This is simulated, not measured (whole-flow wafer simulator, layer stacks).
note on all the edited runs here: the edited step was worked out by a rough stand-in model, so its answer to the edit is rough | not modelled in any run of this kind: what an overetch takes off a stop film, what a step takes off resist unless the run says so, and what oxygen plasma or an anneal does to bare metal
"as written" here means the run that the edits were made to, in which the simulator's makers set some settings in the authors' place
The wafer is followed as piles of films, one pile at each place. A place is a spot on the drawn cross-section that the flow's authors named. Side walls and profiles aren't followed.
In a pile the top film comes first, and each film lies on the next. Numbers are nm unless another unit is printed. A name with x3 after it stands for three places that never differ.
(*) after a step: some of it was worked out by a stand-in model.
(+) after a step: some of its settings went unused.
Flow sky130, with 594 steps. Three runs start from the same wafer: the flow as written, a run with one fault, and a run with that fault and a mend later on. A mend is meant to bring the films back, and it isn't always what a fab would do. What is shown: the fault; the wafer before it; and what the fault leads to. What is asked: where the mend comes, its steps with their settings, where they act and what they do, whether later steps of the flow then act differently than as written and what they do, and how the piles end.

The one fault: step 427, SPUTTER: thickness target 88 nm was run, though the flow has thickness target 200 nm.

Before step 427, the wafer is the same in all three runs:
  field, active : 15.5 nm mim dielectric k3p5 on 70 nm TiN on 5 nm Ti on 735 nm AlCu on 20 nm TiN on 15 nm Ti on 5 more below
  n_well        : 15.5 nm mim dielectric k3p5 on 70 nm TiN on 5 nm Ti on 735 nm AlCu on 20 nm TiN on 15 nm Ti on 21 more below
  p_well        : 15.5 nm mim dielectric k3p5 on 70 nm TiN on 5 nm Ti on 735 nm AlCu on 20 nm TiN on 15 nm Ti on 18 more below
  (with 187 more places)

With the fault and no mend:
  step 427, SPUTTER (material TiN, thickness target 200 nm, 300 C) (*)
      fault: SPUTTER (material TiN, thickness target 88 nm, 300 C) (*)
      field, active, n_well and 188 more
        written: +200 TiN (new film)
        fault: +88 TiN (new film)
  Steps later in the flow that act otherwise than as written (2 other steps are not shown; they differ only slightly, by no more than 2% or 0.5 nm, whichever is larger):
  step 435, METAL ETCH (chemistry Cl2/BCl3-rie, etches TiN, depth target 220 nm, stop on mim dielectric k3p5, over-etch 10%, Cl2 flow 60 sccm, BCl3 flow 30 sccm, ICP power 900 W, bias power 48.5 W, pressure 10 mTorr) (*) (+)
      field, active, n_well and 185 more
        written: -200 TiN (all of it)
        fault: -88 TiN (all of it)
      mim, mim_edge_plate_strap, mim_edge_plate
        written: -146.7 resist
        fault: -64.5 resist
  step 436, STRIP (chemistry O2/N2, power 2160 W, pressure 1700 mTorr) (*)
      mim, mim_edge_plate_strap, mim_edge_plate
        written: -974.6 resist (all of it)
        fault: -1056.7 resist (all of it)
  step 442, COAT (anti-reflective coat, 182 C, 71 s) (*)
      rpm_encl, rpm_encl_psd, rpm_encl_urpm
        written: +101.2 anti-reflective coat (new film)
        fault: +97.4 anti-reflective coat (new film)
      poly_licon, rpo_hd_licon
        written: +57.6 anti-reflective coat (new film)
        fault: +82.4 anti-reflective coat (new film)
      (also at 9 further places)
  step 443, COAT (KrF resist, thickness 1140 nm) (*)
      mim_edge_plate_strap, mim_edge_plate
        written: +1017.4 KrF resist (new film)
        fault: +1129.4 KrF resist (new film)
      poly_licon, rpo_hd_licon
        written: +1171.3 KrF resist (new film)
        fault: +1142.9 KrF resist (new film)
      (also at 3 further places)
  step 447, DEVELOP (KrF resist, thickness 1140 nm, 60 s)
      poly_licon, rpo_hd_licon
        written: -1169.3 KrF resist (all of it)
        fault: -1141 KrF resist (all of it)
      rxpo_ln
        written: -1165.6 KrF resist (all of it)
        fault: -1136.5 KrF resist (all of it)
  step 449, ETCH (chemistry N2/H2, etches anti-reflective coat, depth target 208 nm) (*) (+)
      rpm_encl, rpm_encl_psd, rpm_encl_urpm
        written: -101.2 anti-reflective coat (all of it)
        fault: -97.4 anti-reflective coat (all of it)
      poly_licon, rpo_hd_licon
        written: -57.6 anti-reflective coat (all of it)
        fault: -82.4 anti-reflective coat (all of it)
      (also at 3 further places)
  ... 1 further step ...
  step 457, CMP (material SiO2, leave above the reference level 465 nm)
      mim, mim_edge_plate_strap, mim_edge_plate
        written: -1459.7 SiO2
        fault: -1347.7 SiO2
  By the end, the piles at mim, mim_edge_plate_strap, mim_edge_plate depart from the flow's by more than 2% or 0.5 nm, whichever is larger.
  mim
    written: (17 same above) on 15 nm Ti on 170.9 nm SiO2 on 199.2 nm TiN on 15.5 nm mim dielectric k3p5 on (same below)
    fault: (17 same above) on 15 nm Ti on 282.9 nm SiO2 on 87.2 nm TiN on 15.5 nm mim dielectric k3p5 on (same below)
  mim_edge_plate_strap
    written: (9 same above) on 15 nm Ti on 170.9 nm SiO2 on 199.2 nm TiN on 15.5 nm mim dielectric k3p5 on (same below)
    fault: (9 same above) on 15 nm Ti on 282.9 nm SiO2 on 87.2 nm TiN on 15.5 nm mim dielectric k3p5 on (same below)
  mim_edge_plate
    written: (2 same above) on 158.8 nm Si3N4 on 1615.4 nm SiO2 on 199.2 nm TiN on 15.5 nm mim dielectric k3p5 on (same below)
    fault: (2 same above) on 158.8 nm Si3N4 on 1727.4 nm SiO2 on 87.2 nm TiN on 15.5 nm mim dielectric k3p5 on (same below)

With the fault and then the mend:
  The mend stands after step 427.
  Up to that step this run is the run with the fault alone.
  step 427a, SPUTTER (material TiN, thickness target 112 nm, 300 C) (*) (the flow's step 427 again, with other settings)
      field, active, n_well and 188 more
        +112 TiN
  Every later step of the flow that is run acts as written at every place that is followed.
  The piles end the same as the flow's at every place that both follow.
